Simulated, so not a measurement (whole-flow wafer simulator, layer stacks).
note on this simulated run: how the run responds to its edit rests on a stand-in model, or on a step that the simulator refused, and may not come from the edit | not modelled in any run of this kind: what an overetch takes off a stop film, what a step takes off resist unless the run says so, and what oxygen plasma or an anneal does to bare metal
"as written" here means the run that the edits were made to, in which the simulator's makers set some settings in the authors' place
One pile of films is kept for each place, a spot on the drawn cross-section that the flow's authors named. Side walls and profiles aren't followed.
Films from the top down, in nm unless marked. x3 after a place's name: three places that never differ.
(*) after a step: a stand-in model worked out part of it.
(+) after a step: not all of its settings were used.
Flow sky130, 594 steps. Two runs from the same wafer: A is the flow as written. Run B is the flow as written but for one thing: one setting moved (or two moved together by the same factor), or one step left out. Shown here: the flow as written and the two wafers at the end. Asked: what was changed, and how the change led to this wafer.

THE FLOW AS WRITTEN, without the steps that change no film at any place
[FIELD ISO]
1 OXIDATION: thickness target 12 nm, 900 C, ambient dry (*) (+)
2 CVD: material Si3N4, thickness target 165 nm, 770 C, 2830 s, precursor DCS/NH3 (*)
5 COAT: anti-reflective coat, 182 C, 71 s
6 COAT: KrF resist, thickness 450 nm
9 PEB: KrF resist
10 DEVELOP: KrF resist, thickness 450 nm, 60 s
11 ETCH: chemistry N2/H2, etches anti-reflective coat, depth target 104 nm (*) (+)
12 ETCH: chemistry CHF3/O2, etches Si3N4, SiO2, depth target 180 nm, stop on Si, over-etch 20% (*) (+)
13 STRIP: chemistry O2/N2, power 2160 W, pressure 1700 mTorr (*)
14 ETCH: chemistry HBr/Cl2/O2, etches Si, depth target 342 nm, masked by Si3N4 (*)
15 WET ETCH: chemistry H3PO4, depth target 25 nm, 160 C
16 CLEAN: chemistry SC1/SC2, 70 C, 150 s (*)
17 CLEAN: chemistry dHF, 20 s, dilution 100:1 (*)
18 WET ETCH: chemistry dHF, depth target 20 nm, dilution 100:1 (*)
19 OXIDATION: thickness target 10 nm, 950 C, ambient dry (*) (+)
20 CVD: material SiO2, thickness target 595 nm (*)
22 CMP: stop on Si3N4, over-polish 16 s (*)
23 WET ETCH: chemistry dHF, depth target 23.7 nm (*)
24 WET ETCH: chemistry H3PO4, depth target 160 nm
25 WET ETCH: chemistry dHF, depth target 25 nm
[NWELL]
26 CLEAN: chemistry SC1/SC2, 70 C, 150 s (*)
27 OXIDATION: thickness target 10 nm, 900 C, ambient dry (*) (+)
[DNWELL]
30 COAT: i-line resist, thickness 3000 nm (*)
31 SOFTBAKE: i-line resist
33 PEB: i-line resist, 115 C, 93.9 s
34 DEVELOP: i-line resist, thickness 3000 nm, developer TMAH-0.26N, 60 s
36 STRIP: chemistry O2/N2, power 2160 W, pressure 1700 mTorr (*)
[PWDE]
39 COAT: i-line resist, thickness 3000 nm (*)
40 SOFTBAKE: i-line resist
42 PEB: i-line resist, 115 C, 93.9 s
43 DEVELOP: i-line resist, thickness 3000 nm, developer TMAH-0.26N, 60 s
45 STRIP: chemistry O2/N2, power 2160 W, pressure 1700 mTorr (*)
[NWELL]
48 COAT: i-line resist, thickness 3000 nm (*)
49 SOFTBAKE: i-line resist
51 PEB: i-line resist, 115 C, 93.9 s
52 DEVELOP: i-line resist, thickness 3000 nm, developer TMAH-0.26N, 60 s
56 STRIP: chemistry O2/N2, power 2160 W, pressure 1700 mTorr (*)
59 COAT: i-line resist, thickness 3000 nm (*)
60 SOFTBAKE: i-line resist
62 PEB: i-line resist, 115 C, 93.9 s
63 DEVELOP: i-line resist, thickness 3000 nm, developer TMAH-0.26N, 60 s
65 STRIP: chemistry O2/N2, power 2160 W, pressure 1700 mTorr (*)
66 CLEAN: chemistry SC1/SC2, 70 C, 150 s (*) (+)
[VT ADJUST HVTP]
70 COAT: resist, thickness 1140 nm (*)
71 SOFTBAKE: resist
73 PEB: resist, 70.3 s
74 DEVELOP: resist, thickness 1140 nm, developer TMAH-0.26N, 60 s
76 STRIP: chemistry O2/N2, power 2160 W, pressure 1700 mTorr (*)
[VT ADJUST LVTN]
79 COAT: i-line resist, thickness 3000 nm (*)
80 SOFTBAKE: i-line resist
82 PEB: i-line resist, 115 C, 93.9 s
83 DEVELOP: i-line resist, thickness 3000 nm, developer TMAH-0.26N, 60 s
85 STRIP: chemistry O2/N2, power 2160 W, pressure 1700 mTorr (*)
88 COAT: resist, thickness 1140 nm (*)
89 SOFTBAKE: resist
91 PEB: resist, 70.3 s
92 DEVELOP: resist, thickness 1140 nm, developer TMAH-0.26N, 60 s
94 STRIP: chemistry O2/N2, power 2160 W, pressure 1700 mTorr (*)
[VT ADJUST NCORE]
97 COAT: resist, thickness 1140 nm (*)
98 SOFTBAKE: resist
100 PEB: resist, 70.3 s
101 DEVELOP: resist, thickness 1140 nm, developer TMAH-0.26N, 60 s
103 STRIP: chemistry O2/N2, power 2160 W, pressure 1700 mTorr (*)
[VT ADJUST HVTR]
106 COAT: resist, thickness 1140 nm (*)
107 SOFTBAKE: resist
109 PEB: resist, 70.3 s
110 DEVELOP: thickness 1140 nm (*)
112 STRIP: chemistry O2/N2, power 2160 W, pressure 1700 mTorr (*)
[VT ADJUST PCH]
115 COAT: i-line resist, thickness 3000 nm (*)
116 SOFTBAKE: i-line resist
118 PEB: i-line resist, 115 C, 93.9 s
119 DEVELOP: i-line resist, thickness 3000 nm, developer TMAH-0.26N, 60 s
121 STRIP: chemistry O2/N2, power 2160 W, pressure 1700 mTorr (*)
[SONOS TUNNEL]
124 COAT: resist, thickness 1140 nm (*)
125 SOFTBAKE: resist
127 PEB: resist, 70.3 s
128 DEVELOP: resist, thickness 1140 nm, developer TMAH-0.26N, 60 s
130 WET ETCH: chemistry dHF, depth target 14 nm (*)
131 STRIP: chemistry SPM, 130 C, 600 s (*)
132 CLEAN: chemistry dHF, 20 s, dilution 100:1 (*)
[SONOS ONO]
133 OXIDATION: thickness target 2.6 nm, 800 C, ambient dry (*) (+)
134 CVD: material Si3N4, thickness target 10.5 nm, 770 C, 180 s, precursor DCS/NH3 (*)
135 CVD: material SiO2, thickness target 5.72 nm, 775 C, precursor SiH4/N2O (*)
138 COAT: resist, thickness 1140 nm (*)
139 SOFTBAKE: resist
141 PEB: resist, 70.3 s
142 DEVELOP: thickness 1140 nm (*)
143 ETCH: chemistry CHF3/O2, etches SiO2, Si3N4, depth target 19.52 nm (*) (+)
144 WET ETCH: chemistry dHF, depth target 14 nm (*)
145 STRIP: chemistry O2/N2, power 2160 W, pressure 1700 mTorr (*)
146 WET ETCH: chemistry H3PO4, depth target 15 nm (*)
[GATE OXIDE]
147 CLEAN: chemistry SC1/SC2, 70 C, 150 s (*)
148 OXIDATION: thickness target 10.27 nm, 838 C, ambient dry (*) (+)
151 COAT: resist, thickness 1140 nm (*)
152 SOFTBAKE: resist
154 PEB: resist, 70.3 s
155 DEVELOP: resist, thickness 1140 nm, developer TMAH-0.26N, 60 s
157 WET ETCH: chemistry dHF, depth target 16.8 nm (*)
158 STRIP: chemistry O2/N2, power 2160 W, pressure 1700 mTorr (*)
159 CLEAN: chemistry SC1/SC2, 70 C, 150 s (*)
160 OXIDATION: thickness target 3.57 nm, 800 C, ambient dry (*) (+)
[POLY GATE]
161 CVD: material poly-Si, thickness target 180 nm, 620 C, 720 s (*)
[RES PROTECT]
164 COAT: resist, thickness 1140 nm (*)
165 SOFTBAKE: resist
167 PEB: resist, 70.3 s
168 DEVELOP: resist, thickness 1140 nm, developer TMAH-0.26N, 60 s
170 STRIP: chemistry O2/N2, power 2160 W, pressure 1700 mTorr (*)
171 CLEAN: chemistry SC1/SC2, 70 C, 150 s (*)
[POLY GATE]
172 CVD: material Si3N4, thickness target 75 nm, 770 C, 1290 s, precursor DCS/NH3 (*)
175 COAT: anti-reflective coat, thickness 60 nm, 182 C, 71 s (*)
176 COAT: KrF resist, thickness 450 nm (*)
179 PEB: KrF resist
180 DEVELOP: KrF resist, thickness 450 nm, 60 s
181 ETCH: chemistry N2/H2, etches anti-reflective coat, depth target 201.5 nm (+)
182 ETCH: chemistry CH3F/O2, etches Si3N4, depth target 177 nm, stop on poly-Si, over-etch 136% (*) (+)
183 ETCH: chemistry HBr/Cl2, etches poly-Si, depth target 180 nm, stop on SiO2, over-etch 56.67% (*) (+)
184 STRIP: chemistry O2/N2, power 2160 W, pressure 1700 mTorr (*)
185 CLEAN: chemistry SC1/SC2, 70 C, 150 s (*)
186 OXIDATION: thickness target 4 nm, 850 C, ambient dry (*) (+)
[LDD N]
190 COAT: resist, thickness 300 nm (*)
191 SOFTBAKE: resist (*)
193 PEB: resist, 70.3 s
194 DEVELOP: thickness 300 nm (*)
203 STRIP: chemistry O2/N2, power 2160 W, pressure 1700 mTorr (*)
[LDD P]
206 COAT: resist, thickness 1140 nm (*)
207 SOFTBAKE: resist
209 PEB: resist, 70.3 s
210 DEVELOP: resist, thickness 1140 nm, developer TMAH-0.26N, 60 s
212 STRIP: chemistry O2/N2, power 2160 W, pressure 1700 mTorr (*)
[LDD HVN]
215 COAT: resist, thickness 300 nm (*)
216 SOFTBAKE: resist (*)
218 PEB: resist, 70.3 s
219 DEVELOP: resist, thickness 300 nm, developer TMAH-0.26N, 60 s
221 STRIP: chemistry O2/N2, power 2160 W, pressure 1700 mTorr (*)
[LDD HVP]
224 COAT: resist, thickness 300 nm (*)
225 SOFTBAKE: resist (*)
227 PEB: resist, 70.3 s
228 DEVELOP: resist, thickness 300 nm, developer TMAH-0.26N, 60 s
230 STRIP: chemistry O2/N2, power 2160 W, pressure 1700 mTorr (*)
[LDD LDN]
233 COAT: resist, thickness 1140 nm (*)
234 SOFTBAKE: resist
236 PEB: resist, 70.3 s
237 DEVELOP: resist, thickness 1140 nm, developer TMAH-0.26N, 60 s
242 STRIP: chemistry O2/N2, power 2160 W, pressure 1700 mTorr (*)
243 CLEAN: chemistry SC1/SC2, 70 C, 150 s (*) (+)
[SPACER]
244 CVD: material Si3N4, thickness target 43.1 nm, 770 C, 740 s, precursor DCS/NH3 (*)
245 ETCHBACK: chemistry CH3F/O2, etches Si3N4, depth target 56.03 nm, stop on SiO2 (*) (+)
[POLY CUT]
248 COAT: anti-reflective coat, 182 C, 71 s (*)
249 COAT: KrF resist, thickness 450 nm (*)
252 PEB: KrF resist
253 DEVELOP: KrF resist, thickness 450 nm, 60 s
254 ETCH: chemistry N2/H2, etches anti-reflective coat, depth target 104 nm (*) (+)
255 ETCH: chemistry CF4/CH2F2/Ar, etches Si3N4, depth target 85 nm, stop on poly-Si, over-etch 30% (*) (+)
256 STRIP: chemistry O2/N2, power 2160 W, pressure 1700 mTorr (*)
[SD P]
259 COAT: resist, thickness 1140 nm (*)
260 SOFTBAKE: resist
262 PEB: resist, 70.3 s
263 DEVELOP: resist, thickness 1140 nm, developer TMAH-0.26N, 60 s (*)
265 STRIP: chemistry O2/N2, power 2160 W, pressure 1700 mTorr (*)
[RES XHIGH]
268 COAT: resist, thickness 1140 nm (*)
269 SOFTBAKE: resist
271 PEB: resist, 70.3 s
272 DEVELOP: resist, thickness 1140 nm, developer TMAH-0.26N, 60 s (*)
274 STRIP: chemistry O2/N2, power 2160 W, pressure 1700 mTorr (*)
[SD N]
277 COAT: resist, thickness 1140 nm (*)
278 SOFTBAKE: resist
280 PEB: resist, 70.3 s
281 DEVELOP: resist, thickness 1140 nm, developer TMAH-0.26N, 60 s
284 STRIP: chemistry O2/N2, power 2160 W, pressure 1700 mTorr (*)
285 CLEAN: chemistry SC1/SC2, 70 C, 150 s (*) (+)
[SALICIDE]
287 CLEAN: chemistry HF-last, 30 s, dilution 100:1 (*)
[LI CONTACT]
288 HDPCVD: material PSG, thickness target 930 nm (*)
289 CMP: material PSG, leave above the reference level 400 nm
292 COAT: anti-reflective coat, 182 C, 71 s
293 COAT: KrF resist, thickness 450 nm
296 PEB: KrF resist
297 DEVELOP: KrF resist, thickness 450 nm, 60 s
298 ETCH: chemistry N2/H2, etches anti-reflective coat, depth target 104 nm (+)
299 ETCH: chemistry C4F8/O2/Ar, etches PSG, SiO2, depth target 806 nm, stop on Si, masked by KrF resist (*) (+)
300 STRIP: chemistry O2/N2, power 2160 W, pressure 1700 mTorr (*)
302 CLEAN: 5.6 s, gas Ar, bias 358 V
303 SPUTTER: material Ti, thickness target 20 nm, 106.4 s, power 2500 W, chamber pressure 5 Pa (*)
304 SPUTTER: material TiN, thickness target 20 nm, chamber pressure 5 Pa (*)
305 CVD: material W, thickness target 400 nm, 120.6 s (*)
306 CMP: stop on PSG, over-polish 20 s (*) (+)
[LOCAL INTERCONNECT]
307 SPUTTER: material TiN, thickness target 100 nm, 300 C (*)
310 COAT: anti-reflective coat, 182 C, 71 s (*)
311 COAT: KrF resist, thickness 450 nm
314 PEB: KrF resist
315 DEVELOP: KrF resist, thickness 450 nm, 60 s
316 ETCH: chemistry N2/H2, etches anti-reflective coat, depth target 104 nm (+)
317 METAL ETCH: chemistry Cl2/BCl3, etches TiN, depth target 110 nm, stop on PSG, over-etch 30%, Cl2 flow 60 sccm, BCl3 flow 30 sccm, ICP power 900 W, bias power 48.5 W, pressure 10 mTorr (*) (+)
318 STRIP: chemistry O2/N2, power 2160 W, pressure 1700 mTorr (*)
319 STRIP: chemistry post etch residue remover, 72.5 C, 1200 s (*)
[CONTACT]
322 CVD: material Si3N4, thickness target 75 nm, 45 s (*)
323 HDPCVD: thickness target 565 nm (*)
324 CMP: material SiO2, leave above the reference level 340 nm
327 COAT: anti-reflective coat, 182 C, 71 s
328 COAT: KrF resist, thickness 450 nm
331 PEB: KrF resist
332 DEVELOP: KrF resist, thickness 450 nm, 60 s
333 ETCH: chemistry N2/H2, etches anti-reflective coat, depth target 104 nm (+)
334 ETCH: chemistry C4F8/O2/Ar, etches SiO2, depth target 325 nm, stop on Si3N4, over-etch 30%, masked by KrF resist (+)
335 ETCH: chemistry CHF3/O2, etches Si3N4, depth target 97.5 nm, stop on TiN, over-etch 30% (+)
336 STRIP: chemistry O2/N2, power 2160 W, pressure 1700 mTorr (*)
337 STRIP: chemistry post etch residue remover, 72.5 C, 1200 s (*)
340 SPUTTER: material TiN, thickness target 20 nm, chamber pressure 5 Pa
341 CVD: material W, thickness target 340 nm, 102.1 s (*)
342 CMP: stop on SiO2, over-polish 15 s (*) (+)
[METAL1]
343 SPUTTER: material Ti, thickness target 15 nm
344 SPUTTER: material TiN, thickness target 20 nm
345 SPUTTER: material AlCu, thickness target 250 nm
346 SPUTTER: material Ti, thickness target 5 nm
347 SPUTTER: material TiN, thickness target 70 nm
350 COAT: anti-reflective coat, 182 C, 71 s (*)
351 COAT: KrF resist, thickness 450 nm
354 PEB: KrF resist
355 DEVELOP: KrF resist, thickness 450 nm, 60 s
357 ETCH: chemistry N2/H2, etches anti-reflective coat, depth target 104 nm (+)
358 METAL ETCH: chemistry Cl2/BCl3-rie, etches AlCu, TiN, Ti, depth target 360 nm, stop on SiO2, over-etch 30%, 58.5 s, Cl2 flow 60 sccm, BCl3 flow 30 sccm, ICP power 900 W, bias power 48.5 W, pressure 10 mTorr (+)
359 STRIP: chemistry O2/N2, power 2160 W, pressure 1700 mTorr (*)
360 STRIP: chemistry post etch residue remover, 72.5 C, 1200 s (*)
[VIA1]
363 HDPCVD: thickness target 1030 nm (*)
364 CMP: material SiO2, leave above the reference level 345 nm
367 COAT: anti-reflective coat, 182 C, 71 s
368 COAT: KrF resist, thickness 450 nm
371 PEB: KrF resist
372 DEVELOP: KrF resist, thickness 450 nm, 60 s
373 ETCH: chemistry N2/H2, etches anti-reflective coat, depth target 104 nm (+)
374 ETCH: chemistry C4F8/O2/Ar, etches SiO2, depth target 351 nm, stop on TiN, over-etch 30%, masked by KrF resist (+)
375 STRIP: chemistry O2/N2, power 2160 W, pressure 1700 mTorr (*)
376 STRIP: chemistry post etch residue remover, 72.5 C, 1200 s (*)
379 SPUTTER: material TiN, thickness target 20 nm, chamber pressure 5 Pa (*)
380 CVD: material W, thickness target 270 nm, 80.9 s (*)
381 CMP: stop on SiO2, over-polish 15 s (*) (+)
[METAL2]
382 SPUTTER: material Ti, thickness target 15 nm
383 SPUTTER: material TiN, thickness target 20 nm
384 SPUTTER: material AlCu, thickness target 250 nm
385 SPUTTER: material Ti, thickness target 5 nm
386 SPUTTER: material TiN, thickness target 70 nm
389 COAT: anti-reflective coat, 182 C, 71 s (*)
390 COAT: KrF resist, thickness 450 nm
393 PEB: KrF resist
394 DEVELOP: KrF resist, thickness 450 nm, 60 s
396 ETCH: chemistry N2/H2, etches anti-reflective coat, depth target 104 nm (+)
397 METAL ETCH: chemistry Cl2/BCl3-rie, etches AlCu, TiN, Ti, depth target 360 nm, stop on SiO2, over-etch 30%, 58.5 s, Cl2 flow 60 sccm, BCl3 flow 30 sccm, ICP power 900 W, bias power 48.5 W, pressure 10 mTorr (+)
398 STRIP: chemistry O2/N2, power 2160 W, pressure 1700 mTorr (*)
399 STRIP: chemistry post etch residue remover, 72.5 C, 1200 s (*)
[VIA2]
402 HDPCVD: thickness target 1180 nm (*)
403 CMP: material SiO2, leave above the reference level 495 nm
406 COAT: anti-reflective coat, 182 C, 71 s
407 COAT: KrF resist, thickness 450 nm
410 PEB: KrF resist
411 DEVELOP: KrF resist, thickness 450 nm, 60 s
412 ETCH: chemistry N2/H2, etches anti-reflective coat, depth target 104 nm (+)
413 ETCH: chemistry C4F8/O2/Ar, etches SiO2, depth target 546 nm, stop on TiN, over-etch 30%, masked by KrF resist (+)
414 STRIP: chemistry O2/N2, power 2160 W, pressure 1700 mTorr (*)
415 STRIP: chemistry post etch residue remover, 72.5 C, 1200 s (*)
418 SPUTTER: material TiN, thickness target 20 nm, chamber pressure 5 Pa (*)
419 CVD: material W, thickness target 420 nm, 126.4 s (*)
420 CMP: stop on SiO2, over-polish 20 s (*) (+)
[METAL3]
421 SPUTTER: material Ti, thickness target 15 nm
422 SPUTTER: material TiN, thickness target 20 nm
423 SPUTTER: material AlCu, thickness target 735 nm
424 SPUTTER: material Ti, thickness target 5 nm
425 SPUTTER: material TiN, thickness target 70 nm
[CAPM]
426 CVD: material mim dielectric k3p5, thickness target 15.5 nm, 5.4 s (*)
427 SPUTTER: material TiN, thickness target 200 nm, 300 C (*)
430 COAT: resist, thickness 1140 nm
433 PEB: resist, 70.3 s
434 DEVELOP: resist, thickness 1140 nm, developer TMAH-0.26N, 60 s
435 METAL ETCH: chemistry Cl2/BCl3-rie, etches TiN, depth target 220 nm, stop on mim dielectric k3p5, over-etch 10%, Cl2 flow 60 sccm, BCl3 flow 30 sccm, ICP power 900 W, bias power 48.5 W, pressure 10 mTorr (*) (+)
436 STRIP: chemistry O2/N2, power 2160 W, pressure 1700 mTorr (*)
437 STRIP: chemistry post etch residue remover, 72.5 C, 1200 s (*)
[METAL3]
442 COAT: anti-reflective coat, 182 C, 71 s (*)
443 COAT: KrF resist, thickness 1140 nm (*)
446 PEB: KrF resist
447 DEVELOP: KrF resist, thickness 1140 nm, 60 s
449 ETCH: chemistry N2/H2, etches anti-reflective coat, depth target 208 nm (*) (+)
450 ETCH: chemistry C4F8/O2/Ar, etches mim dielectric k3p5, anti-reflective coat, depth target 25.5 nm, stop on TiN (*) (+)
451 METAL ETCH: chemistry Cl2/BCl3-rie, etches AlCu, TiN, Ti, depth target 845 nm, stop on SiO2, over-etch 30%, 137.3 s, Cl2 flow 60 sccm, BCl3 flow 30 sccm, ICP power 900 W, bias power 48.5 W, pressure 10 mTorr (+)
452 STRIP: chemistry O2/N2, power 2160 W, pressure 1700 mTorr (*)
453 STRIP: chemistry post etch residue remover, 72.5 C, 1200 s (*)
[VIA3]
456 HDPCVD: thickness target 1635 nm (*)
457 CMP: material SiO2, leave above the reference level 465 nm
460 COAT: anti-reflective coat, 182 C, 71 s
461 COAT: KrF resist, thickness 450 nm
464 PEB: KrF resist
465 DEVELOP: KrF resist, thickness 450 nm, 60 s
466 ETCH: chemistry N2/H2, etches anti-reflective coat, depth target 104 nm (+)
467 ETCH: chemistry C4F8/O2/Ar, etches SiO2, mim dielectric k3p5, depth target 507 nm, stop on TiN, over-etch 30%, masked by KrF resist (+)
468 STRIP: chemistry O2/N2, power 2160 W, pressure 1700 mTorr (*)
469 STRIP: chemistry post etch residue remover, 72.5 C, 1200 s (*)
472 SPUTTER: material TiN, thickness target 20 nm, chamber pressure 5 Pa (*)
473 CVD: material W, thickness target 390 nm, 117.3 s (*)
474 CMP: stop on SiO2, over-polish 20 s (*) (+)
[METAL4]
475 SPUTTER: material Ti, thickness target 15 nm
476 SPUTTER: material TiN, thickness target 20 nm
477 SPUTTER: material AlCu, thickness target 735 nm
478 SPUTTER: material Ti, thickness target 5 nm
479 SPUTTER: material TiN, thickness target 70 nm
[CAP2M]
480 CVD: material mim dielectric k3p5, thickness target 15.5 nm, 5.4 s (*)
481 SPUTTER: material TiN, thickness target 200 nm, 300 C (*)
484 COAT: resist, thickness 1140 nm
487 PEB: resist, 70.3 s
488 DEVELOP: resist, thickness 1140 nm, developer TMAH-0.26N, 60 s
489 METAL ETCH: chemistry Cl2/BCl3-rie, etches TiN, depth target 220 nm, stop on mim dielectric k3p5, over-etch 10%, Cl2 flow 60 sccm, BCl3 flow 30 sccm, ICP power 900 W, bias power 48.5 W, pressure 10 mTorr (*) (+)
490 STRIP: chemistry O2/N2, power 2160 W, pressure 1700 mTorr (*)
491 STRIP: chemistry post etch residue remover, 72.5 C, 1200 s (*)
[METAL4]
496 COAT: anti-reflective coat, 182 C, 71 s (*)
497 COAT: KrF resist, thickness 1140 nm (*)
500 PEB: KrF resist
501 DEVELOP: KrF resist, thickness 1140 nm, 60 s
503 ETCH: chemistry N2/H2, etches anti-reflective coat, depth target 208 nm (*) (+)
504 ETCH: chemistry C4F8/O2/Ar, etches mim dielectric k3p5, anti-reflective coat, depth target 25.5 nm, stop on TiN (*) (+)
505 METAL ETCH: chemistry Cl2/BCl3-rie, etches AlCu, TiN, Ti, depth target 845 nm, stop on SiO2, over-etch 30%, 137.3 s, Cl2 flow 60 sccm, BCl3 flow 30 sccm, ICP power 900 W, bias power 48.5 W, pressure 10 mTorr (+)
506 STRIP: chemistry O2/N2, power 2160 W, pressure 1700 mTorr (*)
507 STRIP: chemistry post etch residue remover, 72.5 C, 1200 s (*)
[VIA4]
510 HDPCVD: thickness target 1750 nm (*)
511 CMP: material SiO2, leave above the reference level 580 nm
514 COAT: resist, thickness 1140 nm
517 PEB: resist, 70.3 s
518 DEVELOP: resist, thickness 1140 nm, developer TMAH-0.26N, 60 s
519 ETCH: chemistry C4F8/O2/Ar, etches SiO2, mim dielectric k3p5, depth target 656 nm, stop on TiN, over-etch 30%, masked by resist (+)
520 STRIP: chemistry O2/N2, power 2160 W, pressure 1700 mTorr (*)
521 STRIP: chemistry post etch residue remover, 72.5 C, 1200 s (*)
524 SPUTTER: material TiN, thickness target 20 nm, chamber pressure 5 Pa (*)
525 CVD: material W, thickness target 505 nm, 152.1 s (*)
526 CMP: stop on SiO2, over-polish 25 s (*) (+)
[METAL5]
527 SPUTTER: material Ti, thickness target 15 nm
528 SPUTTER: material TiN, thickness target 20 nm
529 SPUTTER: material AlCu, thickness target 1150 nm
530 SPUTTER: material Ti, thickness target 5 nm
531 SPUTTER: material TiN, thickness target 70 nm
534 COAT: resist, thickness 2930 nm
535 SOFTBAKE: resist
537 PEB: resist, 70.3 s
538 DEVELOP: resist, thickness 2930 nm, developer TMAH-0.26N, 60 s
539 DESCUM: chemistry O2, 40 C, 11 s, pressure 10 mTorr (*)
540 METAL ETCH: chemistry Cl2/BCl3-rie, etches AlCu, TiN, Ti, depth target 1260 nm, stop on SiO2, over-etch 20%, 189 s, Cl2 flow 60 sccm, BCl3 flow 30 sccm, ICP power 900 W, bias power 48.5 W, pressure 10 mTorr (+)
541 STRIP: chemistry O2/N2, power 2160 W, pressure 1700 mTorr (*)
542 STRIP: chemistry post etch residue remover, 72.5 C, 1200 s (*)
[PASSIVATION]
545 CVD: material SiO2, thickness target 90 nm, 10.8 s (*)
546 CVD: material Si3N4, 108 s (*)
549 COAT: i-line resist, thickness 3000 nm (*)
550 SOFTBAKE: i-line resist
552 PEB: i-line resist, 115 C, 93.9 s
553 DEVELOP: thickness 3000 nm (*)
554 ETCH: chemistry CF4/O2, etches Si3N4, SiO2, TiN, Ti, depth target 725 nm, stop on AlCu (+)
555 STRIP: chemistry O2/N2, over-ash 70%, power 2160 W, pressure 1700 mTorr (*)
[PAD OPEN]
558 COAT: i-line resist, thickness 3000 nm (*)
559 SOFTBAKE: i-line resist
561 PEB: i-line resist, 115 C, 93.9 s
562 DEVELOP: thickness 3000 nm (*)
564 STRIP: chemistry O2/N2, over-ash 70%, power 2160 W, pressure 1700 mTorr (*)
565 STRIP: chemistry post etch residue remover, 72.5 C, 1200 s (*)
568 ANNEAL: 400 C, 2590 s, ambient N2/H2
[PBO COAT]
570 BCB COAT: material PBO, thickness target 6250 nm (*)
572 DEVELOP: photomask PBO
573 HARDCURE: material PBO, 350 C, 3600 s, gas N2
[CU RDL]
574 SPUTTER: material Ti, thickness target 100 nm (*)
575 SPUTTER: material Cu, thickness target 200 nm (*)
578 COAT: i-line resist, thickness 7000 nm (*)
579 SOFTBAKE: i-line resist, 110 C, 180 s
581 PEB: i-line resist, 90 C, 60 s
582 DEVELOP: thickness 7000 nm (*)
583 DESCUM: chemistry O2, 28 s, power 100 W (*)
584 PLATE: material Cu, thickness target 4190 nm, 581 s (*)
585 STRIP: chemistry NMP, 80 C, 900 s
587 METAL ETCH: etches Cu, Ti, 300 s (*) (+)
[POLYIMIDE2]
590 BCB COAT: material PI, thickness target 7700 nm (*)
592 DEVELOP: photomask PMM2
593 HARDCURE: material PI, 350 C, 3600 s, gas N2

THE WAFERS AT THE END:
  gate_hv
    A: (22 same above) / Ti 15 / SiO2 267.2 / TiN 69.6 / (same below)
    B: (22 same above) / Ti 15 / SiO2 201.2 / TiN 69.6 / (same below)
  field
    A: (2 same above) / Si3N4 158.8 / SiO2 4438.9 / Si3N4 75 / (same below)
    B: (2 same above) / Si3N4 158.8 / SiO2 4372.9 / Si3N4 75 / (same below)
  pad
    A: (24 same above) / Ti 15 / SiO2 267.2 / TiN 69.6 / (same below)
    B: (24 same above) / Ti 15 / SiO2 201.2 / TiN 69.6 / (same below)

The cause: step 364, CMP: leave above the reference level 279 nm was run, where the flow has leave above the reference level 345 nm.

How the change led to this, step by step:
  364 CMP: material SiO2, leave above the reference level 345 nm
      n_well, p_well, gate_hv and 100 more: A SiO2 -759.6 | B SiO2 -825.6
      field, active, gate and 81 more: A SiO2 -389.1 | B SiO2 -455.1
      (and at 4 more places)
  374 ETCH: chemistry C4F8/O2/Ar, etches SiO2, depth target 351 nm, stop on TiN, over-etch 30%, masked by KrF resist (+)
      field, active, n_well and 186 more: A KrF resist -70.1 | B KrF resist -53
      m1, via1_hole: A SiO2 -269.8 (all of it) | B SiO2 -203.8 (all of it)
  375 STRIP: chemistry O2/N2, power 2160 W, pressure 1700 mTorr (*)
      field, active, n_well and 186 more: A KrF resist -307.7 (all of it), anti-reflective coat -80 (all of it) | B KrF resist -324.8 (all of it), anti-reflective coat -80 (all of it)
  379 SPUTTER: material TiN, thickness target 20 nm, chamber pressure 5 Pa (*)
      m1: A TiN +11 | B TiN +12.3
      via1_hole: A TiN +10.9 | B TiN +12.3
  380 CVD: material W, thickness target 270 nm, 80.9 s (*)
      m1, via1_hole: A W +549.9 (new film) | B W +482.6 (new film)
